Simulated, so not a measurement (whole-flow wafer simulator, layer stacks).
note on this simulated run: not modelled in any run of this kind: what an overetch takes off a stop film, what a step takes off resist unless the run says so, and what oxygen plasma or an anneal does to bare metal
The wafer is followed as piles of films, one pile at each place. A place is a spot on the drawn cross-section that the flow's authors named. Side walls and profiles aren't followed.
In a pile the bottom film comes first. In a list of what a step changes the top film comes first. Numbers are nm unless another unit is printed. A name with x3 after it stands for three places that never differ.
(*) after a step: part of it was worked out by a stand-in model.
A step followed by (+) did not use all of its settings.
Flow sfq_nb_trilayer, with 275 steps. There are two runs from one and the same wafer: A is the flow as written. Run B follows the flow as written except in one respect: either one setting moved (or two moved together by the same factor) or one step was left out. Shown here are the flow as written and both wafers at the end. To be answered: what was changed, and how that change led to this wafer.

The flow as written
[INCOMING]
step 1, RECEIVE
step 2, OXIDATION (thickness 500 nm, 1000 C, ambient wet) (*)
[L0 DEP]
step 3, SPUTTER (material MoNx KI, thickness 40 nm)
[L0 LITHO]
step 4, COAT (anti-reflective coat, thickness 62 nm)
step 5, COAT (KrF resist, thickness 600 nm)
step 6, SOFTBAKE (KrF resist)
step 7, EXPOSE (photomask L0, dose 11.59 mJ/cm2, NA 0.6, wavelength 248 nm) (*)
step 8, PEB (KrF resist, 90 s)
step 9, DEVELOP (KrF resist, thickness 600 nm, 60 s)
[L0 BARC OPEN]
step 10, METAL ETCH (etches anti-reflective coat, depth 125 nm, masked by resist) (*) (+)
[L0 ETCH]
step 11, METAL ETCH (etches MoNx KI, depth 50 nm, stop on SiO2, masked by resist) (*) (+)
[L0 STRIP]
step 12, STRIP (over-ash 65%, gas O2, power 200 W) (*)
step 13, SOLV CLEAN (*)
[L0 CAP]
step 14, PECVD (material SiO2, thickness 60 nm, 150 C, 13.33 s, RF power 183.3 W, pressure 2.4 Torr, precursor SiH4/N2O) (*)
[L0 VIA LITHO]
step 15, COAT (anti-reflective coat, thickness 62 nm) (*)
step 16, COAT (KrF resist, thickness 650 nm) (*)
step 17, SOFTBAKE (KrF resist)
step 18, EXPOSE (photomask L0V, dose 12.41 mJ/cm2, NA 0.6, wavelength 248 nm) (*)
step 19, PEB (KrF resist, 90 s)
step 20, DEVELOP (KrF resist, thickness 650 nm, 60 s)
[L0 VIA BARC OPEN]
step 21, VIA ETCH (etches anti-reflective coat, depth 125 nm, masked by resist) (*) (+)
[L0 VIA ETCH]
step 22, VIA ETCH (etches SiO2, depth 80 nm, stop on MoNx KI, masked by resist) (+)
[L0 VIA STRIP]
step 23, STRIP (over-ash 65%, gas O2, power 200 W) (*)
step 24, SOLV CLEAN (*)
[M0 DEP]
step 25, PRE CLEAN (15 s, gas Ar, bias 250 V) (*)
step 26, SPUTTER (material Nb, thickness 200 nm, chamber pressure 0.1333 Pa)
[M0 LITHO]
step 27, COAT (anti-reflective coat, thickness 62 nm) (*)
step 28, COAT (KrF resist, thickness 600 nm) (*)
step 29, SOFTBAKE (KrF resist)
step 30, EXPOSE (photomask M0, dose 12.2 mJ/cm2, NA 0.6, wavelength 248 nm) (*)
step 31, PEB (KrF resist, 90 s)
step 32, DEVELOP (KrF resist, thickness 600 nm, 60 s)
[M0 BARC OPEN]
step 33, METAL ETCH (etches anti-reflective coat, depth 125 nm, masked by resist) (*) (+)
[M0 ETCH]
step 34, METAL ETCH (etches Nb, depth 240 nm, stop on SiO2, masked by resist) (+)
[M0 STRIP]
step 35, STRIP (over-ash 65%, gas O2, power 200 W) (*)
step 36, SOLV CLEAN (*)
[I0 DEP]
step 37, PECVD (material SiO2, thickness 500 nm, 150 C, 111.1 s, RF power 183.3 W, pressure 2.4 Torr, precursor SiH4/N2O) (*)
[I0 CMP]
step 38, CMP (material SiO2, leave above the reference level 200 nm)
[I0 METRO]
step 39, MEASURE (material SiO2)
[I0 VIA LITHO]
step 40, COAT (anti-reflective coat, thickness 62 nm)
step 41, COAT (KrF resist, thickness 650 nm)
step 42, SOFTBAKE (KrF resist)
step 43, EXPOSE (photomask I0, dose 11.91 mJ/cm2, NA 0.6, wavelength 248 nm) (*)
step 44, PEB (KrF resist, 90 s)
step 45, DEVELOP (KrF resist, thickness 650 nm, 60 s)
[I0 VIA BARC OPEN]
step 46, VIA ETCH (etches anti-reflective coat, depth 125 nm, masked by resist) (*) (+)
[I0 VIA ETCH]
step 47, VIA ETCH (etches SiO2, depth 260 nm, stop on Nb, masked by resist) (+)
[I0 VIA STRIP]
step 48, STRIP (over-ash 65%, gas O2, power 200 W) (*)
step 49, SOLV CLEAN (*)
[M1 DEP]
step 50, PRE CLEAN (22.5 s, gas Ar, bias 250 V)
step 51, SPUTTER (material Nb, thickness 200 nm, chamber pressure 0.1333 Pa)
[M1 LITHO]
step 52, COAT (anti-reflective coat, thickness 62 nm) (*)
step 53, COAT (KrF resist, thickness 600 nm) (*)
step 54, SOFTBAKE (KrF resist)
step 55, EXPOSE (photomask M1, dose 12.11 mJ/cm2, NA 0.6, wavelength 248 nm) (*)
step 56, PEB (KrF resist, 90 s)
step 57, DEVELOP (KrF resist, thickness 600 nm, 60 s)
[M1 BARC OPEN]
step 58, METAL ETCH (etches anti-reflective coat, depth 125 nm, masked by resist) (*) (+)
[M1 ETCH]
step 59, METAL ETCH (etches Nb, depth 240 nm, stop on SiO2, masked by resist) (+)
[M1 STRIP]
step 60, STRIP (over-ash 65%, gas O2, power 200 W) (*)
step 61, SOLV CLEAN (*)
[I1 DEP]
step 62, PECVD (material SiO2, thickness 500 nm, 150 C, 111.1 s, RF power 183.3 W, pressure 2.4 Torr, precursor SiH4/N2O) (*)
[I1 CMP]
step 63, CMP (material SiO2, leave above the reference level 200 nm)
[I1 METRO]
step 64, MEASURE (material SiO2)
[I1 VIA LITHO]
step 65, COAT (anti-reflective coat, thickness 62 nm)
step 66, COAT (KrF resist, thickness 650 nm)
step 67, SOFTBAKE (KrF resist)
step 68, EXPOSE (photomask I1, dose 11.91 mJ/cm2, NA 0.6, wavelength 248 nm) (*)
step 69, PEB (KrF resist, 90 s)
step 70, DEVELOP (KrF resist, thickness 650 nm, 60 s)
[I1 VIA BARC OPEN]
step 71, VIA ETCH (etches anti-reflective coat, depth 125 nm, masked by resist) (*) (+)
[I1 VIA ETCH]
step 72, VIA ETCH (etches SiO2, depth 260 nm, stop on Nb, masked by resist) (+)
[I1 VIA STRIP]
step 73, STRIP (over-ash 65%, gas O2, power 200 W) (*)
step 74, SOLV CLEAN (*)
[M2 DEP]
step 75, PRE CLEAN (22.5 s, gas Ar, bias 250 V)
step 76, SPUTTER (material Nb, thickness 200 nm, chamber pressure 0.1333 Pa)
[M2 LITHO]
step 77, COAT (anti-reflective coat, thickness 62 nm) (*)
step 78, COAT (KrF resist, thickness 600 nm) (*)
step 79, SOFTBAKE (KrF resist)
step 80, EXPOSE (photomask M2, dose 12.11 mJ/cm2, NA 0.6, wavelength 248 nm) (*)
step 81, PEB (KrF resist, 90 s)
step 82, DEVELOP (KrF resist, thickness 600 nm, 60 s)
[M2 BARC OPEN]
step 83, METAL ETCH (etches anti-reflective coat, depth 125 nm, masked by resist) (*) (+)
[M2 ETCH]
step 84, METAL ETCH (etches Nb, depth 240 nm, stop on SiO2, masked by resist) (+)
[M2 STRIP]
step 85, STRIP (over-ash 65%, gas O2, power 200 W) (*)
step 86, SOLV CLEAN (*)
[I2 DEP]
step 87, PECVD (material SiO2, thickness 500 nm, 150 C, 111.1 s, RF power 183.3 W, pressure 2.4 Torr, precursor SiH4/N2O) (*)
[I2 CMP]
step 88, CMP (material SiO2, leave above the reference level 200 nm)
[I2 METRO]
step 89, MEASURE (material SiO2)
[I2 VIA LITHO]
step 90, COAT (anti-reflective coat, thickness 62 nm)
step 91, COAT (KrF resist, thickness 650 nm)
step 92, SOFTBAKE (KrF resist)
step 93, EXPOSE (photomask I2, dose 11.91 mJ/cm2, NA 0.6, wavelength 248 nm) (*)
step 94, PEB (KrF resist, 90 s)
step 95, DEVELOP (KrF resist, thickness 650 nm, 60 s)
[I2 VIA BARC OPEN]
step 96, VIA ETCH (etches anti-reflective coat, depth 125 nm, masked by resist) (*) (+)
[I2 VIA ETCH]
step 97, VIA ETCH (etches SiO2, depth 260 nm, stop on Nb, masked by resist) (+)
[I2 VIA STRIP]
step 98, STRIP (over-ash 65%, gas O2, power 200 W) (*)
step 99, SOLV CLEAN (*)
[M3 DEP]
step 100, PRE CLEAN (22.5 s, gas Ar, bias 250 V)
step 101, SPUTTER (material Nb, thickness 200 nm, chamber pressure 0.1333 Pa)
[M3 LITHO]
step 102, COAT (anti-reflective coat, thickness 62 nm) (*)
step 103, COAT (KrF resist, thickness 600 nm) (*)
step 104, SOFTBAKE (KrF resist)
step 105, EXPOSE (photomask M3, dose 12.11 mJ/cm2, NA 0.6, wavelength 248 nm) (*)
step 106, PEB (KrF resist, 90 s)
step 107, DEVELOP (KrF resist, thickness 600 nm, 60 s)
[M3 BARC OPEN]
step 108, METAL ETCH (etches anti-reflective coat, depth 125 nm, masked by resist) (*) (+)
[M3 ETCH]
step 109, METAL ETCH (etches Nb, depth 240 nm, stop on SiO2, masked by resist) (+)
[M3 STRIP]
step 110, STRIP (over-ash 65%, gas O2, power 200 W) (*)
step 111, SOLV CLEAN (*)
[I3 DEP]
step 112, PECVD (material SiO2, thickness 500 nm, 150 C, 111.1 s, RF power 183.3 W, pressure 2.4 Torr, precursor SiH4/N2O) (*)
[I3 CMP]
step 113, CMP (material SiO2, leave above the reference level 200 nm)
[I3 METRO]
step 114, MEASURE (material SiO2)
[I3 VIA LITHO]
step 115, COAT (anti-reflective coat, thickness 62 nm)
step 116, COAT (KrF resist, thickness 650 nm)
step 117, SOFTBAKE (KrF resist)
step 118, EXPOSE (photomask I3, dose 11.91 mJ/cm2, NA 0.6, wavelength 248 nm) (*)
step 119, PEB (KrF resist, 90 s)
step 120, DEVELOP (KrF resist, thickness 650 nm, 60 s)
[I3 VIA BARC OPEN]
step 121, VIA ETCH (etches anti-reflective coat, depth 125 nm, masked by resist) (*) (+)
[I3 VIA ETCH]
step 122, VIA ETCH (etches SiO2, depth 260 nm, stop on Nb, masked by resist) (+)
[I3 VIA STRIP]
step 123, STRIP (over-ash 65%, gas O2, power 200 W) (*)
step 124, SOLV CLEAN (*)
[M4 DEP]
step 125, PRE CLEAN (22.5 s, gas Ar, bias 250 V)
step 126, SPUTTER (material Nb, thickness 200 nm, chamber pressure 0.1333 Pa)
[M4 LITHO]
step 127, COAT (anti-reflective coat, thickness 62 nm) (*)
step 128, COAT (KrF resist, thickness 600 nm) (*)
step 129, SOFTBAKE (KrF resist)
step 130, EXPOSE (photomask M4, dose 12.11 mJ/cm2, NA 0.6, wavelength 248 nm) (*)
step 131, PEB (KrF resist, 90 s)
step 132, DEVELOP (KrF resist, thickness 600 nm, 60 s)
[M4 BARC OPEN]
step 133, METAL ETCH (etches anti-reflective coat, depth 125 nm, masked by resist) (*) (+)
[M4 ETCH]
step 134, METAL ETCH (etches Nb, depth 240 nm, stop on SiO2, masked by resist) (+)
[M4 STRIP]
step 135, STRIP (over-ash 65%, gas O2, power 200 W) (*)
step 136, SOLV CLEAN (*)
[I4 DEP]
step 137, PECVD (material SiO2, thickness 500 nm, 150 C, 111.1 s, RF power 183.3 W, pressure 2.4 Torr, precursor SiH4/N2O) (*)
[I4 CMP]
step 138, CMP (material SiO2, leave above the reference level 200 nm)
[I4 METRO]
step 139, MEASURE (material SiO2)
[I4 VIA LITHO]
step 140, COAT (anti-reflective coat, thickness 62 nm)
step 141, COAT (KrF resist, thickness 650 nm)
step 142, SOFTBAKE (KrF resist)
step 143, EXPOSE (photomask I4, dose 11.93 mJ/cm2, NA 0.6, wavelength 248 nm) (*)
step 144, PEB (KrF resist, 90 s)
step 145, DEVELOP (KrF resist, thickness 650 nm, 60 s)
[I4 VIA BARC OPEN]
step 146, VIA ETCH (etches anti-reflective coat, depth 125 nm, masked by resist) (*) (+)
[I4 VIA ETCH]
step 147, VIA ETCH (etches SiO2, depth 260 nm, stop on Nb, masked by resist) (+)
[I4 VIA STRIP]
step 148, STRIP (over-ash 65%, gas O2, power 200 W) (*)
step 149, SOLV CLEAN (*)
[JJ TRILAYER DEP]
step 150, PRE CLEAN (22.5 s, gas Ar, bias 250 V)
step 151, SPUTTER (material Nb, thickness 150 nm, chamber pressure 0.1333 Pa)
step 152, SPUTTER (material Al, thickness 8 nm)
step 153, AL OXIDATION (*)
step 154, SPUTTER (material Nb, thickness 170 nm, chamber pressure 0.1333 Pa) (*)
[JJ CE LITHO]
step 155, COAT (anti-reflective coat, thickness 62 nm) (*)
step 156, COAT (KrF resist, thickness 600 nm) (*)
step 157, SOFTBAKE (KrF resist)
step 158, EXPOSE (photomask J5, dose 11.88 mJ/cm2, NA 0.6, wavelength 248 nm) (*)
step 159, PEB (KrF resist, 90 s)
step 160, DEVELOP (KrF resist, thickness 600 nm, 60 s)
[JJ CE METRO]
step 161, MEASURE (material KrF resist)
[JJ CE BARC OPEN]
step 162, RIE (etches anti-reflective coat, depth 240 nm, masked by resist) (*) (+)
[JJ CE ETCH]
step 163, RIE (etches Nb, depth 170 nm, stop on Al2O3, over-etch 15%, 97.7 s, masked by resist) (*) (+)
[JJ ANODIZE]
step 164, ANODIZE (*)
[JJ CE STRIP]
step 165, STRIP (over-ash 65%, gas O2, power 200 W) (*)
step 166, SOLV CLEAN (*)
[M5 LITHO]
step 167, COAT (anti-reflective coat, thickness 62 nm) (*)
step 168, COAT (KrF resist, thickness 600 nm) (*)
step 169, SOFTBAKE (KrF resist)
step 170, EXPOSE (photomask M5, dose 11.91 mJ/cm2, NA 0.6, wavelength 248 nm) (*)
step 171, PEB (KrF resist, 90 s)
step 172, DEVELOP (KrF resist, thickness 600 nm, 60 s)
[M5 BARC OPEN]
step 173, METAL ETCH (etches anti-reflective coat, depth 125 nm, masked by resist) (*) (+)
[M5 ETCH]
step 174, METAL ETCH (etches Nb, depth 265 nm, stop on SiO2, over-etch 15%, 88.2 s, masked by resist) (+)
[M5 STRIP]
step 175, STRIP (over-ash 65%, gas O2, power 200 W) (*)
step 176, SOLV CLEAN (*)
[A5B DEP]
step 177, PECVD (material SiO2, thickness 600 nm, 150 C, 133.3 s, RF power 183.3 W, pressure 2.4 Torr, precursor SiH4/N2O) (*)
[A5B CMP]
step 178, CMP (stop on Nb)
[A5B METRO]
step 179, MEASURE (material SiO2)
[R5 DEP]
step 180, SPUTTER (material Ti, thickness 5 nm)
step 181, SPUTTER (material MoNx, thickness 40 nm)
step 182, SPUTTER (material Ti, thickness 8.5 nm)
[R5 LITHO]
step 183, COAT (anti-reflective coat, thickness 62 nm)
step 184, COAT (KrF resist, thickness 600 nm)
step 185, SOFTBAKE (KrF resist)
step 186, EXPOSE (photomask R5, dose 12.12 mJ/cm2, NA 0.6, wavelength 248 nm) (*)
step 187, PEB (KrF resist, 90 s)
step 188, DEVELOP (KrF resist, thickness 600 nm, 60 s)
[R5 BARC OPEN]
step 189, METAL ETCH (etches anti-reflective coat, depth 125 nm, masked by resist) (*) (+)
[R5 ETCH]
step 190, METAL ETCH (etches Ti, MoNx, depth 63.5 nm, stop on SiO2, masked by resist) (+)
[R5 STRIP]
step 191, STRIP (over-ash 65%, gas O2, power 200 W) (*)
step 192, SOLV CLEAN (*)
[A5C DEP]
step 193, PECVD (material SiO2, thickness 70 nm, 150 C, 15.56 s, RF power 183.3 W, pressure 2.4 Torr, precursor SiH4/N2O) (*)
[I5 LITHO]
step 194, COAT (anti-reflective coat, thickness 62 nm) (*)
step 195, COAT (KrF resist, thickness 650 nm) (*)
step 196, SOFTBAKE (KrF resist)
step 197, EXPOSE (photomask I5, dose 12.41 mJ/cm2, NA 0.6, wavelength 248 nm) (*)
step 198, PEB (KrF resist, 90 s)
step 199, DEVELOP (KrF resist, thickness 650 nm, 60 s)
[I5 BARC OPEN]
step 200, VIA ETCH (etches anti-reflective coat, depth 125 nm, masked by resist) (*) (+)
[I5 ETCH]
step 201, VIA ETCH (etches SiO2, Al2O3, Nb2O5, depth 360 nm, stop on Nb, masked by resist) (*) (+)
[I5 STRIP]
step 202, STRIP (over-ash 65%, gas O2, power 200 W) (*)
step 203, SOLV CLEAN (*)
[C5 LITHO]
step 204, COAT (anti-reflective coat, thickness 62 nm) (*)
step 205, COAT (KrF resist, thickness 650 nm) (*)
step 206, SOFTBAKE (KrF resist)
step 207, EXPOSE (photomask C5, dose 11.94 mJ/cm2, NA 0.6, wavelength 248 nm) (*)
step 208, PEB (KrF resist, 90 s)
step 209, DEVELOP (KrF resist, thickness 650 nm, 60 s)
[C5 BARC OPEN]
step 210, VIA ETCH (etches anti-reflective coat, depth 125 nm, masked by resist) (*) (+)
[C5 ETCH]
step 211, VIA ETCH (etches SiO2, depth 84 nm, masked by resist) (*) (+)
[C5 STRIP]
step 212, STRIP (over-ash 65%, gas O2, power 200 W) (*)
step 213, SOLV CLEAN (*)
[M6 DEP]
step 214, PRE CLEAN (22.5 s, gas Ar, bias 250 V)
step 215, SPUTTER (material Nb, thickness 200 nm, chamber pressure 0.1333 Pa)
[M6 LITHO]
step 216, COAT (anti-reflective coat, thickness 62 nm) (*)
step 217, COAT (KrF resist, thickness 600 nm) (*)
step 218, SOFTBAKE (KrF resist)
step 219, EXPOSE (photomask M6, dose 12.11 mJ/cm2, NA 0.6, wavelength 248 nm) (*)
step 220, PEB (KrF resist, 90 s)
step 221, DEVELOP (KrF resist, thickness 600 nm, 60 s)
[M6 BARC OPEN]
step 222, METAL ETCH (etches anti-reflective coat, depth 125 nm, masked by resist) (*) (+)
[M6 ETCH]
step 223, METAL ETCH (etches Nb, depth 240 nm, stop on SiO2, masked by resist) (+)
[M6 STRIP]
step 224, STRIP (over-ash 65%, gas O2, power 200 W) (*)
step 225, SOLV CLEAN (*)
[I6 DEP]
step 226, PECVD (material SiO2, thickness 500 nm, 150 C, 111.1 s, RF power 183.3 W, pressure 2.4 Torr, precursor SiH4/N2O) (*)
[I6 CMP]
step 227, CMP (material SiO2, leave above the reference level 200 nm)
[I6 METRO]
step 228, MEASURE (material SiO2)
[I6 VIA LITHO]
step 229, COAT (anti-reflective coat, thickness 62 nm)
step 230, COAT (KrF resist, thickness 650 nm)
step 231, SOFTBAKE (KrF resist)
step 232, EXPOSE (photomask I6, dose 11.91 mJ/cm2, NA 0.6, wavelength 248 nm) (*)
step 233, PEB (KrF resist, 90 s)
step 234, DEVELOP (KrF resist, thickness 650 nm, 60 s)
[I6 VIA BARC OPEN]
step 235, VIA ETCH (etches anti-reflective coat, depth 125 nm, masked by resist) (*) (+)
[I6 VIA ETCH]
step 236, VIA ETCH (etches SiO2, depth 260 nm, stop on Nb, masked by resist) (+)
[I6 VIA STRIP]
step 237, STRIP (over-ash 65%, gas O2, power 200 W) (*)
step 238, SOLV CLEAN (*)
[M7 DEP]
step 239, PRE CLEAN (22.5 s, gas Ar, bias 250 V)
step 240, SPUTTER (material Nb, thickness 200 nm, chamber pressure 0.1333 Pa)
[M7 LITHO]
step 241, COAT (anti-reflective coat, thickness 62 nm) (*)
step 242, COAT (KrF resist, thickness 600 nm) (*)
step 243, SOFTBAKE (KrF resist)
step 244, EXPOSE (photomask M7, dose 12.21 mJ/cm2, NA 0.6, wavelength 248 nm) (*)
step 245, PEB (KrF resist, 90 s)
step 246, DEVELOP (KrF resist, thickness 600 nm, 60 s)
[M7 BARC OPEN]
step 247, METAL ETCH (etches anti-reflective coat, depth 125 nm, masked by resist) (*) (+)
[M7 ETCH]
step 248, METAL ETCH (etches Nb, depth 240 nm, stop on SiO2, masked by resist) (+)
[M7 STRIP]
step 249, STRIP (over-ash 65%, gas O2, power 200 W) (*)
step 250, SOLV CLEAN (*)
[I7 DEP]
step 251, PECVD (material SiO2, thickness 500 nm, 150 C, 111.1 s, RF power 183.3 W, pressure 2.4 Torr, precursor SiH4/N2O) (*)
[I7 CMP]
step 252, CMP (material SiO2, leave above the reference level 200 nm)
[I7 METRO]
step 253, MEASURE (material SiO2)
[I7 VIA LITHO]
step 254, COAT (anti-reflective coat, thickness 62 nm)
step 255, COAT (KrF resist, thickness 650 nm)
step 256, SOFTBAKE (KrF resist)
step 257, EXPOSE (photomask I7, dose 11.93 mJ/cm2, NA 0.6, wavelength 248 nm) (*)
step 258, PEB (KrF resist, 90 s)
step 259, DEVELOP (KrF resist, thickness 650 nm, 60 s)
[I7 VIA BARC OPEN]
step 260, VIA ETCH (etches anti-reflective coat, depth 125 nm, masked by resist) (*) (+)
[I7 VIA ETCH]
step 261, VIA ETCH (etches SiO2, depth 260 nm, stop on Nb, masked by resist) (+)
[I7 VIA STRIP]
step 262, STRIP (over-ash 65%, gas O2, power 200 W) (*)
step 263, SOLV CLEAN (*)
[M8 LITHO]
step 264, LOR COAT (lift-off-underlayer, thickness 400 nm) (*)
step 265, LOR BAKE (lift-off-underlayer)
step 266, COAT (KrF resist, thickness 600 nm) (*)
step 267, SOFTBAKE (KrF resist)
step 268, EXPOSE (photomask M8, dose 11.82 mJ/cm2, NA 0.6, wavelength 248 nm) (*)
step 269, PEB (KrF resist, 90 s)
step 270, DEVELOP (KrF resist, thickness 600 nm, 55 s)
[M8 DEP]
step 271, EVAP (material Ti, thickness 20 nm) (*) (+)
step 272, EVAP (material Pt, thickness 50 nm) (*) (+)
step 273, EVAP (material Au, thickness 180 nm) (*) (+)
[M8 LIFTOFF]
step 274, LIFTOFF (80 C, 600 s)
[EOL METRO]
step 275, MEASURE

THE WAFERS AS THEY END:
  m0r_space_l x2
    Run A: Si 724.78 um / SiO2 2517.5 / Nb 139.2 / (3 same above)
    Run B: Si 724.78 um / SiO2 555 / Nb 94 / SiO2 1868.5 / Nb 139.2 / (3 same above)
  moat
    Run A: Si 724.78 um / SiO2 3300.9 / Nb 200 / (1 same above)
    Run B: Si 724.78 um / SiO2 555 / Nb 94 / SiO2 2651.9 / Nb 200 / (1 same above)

The reason: step 34, METAL ETCH: depth 106 nm was run, though the flow has depth 240 nm.

How this came from the change, step by step:
  step 34, METAL ETCH (etches Nb, depth 240 nm, stop on SiO2, masked by resist) (+)
      moat, m0r_space_l x2: A Nb loses 200 (all of it) | B Nb loses 106
      field_l, v_sur, via_wl and 100 more: A KrF resist loses 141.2 | B KrF resist loses 62.4
  step 35, STRIP (over-ash 65%, gas O2, power 200 W) (*)
      p4_fl, p4_fm, p4_w1 and 68 more: A KrF resist loses 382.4 (all of it), anti-reflective coat loses 62 (all of it) | B KrF resist loses 461.2 (all of it), anti-reflective coat loses 62 (all of it)
      jj_sur, ce_l, r_end: A KrF resist loses 389.1 (all of it), anti-reflective coat loses 63.6 (all of it) | B KrF resist loses 467.9 (all of it), anti-reflective coat loses 63.6 (all of it)
      (as well as at 29 more places)
  step 37, PECVD (material SiO2, thickness 500 nm, 150 C, 111.1 s, RF power 183.3 W, pressure 2.4 Torr, precursor SiH4/N2O) (*)
      moat, m0r_space_l x2: A SiO2 gains 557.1 | B SiO2 gains 500 (new film)
  step 38, CMP (material SiO2, leave above the reference level 200 nm)
      moat, m0r_space_l x2: A SiO2 loses 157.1 | B SiO2 loses 194
With metal films that touch counted as one body, m0r_space_l x2 has 2 bodies (between them, from the top down: SiO2 1868.5); the flow as written gives 1 body.
With metal films that touch counted as one body, moat has 2 bodies (between them, from the top down: SiO2 2651.9); the flow as written gives 1 body.
